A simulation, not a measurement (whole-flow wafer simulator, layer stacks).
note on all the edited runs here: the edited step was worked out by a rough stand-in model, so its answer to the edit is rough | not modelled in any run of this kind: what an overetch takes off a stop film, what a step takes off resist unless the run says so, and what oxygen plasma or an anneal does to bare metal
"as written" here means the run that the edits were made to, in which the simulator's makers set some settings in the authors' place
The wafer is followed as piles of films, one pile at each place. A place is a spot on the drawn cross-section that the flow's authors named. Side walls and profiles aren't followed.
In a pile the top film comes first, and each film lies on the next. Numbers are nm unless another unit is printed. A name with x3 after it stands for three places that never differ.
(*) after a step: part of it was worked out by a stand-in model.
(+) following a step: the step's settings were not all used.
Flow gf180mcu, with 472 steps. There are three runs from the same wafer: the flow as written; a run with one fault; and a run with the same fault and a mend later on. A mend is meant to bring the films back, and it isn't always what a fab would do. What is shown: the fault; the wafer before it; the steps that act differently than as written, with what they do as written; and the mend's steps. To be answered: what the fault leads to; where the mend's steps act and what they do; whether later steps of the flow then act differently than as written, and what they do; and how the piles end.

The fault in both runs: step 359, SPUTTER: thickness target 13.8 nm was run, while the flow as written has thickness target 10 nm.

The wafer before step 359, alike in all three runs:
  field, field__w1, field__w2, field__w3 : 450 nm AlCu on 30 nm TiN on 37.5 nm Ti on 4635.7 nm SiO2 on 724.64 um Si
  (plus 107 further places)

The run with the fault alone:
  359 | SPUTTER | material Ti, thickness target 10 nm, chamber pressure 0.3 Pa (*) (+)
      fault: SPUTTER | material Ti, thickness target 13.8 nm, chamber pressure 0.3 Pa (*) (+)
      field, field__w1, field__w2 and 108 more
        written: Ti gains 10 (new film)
        fault: Ti gains 13.8 (new film)
  Later steps of the flow acting differently than as written (5 other steps are not shown; they differ only slightly, by no more than 2% or 0.5 nm, whichever is larger):
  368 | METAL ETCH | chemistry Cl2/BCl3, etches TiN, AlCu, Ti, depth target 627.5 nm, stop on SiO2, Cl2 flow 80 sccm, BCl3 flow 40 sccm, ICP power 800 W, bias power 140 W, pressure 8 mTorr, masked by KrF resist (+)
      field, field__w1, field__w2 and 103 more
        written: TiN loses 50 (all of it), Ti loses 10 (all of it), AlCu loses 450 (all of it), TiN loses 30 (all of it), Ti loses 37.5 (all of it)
        fault: TiN loses 50 (all of it), Ti loses 13.8 (all of it), AlCu loses 450 (all of it), TiN loses 30 (all of it), Ti loses 37.5 (all of it)
  The piles end different from the flow's at field__w8, contact, m1, m1__w1, m1_nw by more than 2% or 0.5 nm, whichever is larger.
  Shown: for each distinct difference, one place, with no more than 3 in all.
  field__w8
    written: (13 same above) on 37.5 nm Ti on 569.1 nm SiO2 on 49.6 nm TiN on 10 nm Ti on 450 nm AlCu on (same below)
    fault: (13 same above) on 37.5 nm Ti on 565.3 nm SiO2 on 49.6 nm TiN on 13.8 nm Ti on 450 nm AlCu on (same below)
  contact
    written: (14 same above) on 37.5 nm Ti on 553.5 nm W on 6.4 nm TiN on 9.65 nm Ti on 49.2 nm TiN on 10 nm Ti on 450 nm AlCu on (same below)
    fault: (14 same above) on 37.5 nm Ti on 549.7 nm W on 6.42 nm TiN on 9.67 nm Ti on 49.2 nm TiN on 13.8 nm Ti on 450 nm AlCu on (same below)

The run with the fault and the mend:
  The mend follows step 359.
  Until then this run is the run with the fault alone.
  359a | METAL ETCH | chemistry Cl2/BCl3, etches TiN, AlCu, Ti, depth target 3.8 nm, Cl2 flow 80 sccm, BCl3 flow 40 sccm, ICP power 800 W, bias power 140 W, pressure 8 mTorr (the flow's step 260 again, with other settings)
      field, field__w1, field__w2 and 108 more
        Ti loses 3.8
  Every later step of the flow that is run acts as written at every place that is followed.
  At every place that both follow, the piles at the end match the flow's.
